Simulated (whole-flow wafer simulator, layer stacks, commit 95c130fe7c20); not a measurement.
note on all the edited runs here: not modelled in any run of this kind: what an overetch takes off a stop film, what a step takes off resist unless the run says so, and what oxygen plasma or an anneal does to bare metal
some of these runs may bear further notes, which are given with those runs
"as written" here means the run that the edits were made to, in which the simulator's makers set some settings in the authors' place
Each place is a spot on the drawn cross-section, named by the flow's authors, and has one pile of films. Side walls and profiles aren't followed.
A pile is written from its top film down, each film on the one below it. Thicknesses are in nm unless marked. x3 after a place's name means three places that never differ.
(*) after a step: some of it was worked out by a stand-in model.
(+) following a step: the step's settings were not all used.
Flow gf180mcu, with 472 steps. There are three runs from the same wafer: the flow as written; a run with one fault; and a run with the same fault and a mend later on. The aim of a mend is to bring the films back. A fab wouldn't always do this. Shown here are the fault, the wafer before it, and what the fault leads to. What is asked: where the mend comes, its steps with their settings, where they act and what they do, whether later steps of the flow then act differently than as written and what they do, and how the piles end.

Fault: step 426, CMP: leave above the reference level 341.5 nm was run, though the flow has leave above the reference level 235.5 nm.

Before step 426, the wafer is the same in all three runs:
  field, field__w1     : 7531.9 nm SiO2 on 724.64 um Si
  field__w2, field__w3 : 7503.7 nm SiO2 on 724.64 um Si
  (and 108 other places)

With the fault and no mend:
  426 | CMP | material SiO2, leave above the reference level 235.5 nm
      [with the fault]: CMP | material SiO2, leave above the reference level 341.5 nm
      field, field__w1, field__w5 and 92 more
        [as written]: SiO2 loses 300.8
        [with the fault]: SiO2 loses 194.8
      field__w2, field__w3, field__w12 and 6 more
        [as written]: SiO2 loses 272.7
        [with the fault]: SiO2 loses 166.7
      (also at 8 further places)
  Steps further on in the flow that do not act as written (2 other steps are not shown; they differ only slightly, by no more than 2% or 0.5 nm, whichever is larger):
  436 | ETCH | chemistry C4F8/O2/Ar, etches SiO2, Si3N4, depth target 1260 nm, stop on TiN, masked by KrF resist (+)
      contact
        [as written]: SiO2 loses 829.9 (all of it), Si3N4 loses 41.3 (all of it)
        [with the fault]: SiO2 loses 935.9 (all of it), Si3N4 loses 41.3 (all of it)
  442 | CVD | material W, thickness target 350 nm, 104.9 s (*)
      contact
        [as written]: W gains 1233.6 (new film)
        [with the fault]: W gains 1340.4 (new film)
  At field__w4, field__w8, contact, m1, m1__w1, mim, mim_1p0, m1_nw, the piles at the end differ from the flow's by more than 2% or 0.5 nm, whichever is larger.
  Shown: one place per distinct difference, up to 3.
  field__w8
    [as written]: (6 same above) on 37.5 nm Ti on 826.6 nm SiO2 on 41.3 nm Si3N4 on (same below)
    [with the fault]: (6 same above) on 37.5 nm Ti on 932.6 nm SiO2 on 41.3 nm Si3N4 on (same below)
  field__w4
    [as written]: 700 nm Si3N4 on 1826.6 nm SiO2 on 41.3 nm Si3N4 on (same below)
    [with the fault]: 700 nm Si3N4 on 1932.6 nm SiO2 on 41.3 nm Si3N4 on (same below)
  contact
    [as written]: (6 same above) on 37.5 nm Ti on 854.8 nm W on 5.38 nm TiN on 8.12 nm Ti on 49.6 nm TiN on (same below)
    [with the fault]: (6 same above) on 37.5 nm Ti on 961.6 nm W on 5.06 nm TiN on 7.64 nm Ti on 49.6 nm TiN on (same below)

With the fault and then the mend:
  The mend stands after step 434.
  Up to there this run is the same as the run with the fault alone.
  434a | STRIP | chemistry O2/N2, power 2160 W, pressure 1700 mTorr (*)
      field, field__w1, field__w2 and 108 more
        KrF resist loses 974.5 (all of it), anti-reflective coat loses 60 (all of it)
      contact
        anti-reflective coat loses 60 (all of it)
  434b | CMP | material SiO2, leave above the reference level 235.5 nm (the flow's step 426 again)
      field, field__w1, field__w2 and 109 more
        SiO2 loses 106
  434c | HMDS | 120 C, 60 s (the flow's step 428 again)
      does not change any film at any place that is followed
  434d | COAT | anti-reflective coat, thickness 60 nm, 182 C, 71 s (the flow's step 429 again)
      field, field__w1, field__w2 and 109 more
        anti-reflective coat gains 60 (new film)
  434e | COAT | KrF resist, thickness 1000 nm (the flow's step 430 again)
      field, field__w1, field__w2 and 109 more
        KrF resist gains 1000 (new film)
  434f | SOFTBAKE | KrF resist (the flow's step 431 again)
      does not change any film at any place that is followed
  434g | EXPOSE | photomask Via5 (the flow's step 432 again)
      does not change any film at any place that is followed
  434h | PEB | KrF resist, 135 C, 90 s (the flow's step 433 again)
      field, field__w1, field__w2 and 109 more
        KrF resist loses 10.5
  434i | DEVELOP | KrF resist, thickness 1000 nm, 60 s (the flow's step 434 again)
      field, field__w1, field__w2 and 108 more
        KrF resist loses 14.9
      contact
        KrF resist loses 989.5 (all of it)
  Later steps of the flow that are run all act as written at every place that is followed.
  The piles end the same as the flow's at every place that both follow.
